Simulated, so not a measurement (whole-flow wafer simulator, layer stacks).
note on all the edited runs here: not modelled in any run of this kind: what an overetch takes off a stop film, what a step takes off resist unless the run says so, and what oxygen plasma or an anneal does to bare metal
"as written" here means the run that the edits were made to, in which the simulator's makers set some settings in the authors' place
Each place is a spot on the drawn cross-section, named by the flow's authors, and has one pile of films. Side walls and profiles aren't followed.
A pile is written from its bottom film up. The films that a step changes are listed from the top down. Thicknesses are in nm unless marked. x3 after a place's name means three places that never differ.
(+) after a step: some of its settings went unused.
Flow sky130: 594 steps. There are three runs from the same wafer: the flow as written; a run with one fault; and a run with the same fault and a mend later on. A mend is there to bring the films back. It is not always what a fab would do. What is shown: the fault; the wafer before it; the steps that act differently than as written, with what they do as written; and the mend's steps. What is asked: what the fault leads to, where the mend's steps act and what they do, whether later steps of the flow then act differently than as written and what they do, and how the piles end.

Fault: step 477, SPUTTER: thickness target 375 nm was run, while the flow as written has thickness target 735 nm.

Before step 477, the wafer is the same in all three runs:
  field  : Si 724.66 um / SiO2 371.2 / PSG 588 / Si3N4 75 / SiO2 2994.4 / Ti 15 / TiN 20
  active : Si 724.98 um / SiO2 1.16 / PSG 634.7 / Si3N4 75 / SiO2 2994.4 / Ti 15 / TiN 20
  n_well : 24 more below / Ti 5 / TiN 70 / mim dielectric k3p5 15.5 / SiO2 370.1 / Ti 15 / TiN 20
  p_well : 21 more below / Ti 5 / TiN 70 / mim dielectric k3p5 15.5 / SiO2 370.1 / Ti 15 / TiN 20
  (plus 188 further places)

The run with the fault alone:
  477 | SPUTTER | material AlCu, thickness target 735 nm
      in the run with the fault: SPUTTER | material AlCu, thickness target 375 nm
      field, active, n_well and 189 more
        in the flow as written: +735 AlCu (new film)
        in the run with the fault: +375 AlCu (new film)
  Steps further on in the flow that do not act as written:
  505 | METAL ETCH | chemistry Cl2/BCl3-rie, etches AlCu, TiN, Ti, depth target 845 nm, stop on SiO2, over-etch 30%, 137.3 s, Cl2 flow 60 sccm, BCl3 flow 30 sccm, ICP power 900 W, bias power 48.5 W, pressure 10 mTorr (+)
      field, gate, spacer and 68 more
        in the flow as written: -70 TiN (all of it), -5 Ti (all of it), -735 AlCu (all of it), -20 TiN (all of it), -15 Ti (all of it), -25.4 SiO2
        in the run with the fault: -70 TiN (all of it), -5 Ti (all of it), -375 AlCu (all of it), -20 TiN (all of it), -15 Ti (all of it), -61.4 SiO2
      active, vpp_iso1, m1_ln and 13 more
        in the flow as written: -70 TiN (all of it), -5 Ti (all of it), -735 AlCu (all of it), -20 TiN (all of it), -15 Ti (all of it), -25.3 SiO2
        in the run with the fault: -70 TiN (all of it), -5 Ti (all of it), -375 AlCu (all of it), -20 TiN (all of it), -15 Ti (all of it), -61.3 SiO2
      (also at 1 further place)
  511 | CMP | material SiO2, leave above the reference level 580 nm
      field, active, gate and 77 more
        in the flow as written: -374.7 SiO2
        in the run with the fault: -698.7 SiO2
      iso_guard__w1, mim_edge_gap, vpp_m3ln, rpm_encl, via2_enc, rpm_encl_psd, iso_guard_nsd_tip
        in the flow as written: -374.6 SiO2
        in the run with the fault: -698.6 SiO2
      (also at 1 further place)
  At field, active, n_well and 190 more, the piles at the end differ from the flow's by more than 2% or 0.5 nm, whichever is larger.
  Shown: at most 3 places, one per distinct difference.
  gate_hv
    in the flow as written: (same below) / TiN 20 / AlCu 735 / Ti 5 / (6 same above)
    in the run with the fault: (same below) / TiN 20 / AlCu 375 / Ti 5 / (6 same above)
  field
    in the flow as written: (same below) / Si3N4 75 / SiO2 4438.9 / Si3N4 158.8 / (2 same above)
    in the run with the fault: (same below) / Si3N4 75 / SiO2 4078.9 / Si3N4 158.8 / (2 same above)
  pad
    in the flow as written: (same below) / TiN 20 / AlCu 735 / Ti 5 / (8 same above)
    in the run with the fault: (same below) / TiN 20 / AlCu 375 / Ti 5 / (8 same above)

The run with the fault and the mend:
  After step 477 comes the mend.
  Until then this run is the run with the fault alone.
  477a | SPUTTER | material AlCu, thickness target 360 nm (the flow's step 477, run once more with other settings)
      field, active, n_well and 189 more
        +360 AlCu
  Every later step of the flow that is run acts as written at every place that is followed.
  The piles end the same as the flow's at every place that both follow.
